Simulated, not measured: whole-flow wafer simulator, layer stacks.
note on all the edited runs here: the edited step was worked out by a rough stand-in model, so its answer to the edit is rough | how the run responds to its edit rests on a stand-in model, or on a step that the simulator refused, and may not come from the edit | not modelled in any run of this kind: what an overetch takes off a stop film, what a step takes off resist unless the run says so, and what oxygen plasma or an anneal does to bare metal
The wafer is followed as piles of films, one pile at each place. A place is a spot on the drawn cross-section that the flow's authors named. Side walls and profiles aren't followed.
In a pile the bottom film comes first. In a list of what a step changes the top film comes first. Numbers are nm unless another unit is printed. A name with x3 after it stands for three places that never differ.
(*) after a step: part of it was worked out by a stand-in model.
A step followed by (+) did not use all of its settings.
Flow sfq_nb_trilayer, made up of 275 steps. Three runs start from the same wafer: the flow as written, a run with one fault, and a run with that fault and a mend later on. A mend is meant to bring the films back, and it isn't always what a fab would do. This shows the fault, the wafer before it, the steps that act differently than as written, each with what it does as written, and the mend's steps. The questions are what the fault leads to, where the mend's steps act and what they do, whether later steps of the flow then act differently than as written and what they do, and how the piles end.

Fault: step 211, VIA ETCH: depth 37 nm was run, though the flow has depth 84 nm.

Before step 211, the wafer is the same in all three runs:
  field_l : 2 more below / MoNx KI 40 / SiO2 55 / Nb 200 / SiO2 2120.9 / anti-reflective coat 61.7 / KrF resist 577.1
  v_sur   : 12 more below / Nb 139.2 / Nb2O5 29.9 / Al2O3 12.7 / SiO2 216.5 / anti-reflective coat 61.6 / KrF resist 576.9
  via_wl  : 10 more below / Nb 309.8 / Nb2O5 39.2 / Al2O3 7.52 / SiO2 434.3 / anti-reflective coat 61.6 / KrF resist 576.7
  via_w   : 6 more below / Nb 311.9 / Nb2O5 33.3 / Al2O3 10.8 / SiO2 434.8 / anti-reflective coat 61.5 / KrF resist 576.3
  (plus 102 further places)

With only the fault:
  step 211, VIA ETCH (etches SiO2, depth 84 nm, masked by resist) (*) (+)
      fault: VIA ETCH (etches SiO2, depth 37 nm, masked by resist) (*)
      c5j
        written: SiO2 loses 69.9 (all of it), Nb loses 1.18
        fault: SiO2 loses 37
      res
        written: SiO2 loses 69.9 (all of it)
        fault: SiO2 loses 37
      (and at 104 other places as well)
  Steps later in the flow that act otherwise than as written (4 more steps, not shown, differ only slightly: by at most 2% or 0.5 nm, whichever is larger):
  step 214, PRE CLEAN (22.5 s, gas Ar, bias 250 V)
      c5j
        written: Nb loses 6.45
        fault: SiO2 loses 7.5
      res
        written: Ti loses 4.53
        fault: SiO2 loses 7.5
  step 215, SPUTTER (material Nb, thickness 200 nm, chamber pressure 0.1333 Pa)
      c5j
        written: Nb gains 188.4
        fault: Nb gains 196.8 (new film)
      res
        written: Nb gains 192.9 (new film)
        fault: Nb gains 200 (new film)
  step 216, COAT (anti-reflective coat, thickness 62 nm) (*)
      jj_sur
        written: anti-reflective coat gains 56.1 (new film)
        fault: anti-reflective coat gains 57.5 (new film)
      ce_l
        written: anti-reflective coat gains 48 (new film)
        fault: anti-reflective coat gains 56.5 (new film)
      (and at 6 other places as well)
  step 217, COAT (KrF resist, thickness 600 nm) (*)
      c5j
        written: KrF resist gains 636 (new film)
        fault: KrF resist gains 621.8 (new film)
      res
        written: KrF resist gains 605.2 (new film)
        fault: KrF resist gains 589.6 (new film)
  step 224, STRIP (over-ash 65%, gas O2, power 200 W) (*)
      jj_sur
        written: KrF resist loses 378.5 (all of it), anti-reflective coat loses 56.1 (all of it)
        fault: KrF resist loses 379.8 (all of it), anti-reflective coat loses 57.5 (all of it)
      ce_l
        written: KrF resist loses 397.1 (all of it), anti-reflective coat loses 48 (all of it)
        fault: KrF resist loses 392 (all of it), anti-reflective coat loses 56.5 (all of it)
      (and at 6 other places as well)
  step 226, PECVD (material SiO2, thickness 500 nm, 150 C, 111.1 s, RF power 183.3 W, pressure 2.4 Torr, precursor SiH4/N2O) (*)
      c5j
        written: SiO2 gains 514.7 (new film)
        fault: SiO2 gains 500 (new film)
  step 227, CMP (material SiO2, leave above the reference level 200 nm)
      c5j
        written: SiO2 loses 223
        fault: SiO2 loses 249.7
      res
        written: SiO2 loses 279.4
        fault: SiO2 loses 316.4
  The piles end different from the flow's at c5j, res by more than 2% or 0.5 nm, whichever is larger.
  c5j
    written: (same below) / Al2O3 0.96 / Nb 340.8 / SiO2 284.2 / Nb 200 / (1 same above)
    fault: (same below) / Al2O3 0.96 / Nb 160 / SiO2 25.4 / Nb 196.8 / SiO2 242.8 / Nb 200 / (1 same above)
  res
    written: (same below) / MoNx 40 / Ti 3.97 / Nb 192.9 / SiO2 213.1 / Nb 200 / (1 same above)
    fault: (same below) / MoNx 40 / Ti 8.5 / SiO2 25.4 / Nb 200 / SiO2 176.1 / Nb 200 / (1 same above)

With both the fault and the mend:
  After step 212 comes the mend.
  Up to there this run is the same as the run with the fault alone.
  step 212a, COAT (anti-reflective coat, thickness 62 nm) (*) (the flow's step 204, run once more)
      ln_m5, lsp_m, ln_m6 and 64 more
        anti-reflective coat gains 62 (new film)
      lsp_r, l0_sur, l0v, wl_a_sl, wl_a_m6, wl_a_sr, wl_g_sr
        anti-reflective coat gains 61.9 (new film)
      field_l, v_sur
        anti-reflective coat gains 61.6 (new film)
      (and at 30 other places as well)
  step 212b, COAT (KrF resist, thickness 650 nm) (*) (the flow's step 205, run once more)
      l0v, p4_fl x3, p4_w1 x9 and 35 more
        KrF resist gains 650 (new film)
      wl_b_m5, wl_b_sr, wl_c_sl and 12 more
        KrF resist gains 649.9 (new film)
      lsp_r, wl_j_sl, wl_j_sr
        KrF resist gains 650.2 (new film)
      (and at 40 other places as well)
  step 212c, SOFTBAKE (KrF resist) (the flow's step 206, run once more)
      alters no film at any place that is followed
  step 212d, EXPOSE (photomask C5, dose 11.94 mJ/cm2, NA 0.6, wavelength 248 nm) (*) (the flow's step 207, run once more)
      alters no film at any place that is followed
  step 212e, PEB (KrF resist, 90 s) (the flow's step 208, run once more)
      field_l, sp_r, moat and 79 more
        KrF resist loses 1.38
      v_sur, via_wl, via_w, via_wr, via_sp, be_sur, jj_sur
        KrF resist loses 1.37
      r5r_line_l, r5r_line_c, r5r_line_r
        KrF resist loses 1.34
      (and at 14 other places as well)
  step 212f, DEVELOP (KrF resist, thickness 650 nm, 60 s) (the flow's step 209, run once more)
      field_l, v_sur, via_wl and 101 more
        KrF resist loses 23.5
      c5j
        KrF resist loses 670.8 (all of it)
      res
        KrF resist loses 638 (all of it)
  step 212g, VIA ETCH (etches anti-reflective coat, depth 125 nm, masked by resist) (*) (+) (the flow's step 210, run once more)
      field_l, v_sur, via_wl and 101 more
        KrF resist loses 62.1
      c5j
        anti-reflective coat loses 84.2 (all of it), SiO2 loses 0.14
      res
        anti-reflective coat loses 74.6 (all of it), SiO2 loses 0.19
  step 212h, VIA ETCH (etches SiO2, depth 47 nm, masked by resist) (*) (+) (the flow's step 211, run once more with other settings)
      field_l, v_sur, via_wl and 101 more
        KrF resist loses 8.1
      c5j
        SiO2 loses 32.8 (all of it), Nb loses 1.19
      res
        SiO2 loses 32.7 (all of it)
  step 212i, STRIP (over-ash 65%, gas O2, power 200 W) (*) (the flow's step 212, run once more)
      p4_fl x3, p4_w1 x9, p4_g1 x2 and 33 more
        KrF resist loses 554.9 (all of it), anti-reflective coat loses 62 (all of it)
      wl_c_m6, wl_c_sr, wl_d_sl and 6 more
        KrF resist loses 554.8 (all of it), anti-reflective coat loses 62 (all of it)
      wl_b_sl, wl_b_m5, wl_b_sr, wl_c_sl, wl_f_m6, wl_f_sr, wl_g_sl, wl_g_m5
        KrF resist loses 554.7 (all of it), anti-reflective coat loses 62 (all of it)
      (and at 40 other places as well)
  Later steps of the flow that are run all act as written at every place that is followed, up to a difference of at most 2% or 0.5 nm, whichever is larger.
  The piles end the same as the flow's at every place that both follow.
